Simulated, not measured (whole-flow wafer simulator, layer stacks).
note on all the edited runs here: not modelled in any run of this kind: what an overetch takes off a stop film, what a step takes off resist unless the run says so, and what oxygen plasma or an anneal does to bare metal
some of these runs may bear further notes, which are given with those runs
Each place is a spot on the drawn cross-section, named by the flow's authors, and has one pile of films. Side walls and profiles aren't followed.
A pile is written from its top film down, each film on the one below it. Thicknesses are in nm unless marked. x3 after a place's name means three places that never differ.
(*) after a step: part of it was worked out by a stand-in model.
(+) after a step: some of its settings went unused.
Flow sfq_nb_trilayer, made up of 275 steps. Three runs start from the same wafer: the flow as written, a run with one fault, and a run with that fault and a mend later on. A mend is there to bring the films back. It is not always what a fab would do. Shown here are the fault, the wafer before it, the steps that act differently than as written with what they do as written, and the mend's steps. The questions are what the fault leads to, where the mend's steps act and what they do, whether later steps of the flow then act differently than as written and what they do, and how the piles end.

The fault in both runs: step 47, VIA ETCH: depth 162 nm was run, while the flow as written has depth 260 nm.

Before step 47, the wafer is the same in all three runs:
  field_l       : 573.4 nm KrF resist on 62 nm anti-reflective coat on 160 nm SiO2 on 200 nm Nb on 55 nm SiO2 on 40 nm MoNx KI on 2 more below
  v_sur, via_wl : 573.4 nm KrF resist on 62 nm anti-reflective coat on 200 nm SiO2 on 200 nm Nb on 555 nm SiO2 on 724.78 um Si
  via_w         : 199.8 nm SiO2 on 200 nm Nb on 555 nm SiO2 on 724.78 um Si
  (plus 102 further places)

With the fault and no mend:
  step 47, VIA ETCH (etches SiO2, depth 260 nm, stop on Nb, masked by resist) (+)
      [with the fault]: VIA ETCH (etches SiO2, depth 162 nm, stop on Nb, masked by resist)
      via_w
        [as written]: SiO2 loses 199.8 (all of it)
        [with the fault]: SiO2 loses 162
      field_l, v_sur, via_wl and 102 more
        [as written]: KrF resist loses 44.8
        [with the fault]: KrF resist loses 27.9
  Steps later in the flow that act otherwise than as written (3 more steps, not shown, differ only slightly: by at most 2% or 0.5 nm, whichever is larger):
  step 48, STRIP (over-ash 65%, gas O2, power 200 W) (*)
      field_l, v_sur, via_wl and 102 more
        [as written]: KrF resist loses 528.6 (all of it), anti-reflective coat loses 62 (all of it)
        [with the fault]: KrF resist loses 545.5 (all of it), anti-reflective coat loses 62 (all of it)
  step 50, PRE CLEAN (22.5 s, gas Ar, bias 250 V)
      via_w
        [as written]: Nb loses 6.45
        [with the fault]: SiO2 loses 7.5
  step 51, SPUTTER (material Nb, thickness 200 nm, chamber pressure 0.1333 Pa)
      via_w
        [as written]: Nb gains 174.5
        [with the fault]: Nb gains 182.1 (new film)
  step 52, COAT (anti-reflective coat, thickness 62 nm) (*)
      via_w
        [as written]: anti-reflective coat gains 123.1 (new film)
        [with the fault]: anti-reflective coat gains 113.7 (new film)
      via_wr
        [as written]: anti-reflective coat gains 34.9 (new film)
        [with the fault]: anti-reflective coat gains 33.7 (new film)
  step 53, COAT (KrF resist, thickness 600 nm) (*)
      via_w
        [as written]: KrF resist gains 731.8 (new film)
        [with the fault]: KrF resist gains 702.2 (new film)
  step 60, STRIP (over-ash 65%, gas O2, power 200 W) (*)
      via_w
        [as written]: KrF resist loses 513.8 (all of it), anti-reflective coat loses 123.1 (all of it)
        [with the fault]: KrF resist loses 484.4 (all of it), anti-reflective coat loses 113.7 (all of it)
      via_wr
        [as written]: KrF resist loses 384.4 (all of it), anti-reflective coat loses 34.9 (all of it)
        [with the fault]: KrF resist loses 389.7 (all of it), anti-reflective coat loses 33.7 (all of it)
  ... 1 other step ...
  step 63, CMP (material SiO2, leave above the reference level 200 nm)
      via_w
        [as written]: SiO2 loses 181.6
        [with the fault]: SiO2 loses 157.1
  At via_w, the piles at the end differ from the flow's by more than 2% or 0.5 nm, whichever is larger.
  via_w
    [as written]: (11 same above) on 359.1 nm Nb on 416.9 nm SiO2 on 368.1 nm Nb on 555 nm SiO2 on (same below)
    [with the fault]: (11 same above) on 359.1 nm Nb on 372.6 nm SiO2 on 182.1 nm Nb on 30.3 nm SiO2 on 200 nm Nb on 555 nm SiO2 on (same below)

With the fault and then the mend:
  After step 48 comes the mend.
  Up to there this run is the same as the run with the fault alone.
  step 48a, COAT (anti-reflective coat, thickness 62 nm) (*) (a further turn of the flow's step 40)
      p4_fl x3, p4_w1 x9, p4_g1 x2 and 63 more
        anti-reflective coat gains 62 (new film)
      c5j, ce_r, sp_r and 12 more
        anti-reflective coat gains 61.8 (new film)
      be_sur, gap, jj_sur, ce_l
        anti-reflective coat gains 61.7 (new film)
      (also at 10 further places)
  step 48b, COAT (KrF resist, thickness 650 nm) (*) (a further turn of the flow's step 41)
      p4_fl x3, p4_w1 x9, p4_g1 x2 and 63 more
        KrF resist gains 650 (new film)
      field_r, lsp_l, ln_m5, lsp_m, ln_m6, lsp_r, l0_sur
        KrF resist gains 649.6 (new film)
      r_sur, res, r_end, moat, l0v
        KrF resist gains 649.5 (new film)
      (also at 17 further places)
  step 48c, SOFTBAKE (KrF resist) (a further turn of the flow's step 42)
      leaves every film unchanged at each place that is followed
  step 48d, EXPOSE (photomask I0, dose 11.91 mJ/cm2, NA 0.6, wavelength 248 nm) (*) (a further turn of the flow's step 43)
      leaves every film unchanged at each place that is followed
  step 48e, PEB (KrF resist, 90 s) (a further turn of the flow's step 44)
      gap, jj_sur, ce_l and 93 more
        KrF resist loses 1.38
      via_v, wire, be, be_sur
        KrF resist loses 1.37
      field_l, via_sp
        KrF resist loses 1.36
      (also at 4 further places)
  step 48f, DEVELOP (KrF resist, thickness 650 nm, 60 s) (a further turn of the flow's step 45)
      field_l, v_sur, via_wl and 102 more
        KrF resist loses 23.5
      via_w
        KrF resist loses 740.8 (all of it)
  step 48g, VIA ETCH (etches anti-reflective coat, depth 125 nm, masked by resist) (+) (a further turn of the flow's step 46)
      field_l, v_sur, via_wl and 102 more
        KrF resist loses 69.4
      via_w
        anti-reflective coat loses 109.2 (all of it)
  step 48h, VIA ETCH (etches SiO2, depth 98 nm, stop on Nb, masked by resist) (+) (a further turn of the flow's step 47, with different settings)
      field_l, v_sur, via_wl and 102 more
        KrF resist loses 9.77
      via_w
        SiO2 loses 37.8 (all of it)
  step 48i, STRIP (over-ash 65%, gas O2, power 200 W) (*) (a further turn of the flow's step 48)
      p4_fl x3, p4_w1 x9, p4_g1 x2 and 63 more
        KrF resist loses 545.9 (all of it), anti-reflective coat loses 62 (all of it)
      field_r, lsp_l, ln_m5, lsp_m, ln_m6, lsp_r, l0_sur
        KrF resist loses 545.5 (all of it), anti-reflective coat loses 61.8 (all of it)
      r_sur, res, r_end, moat
        KrF resist loses 545.4 (all of it), anti-reflective coat loses 61.8 (all of it)
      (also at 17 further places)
  Later steps of the flow that are run all act as written at every place that is followed, up to a difference of at most 2% or 0.5 nm, whichever is larger.
  When the end is reached, the piles differ only a little from the flow's at the places that both follow, at most by 2% or 0.5 nm, whichever is larger.
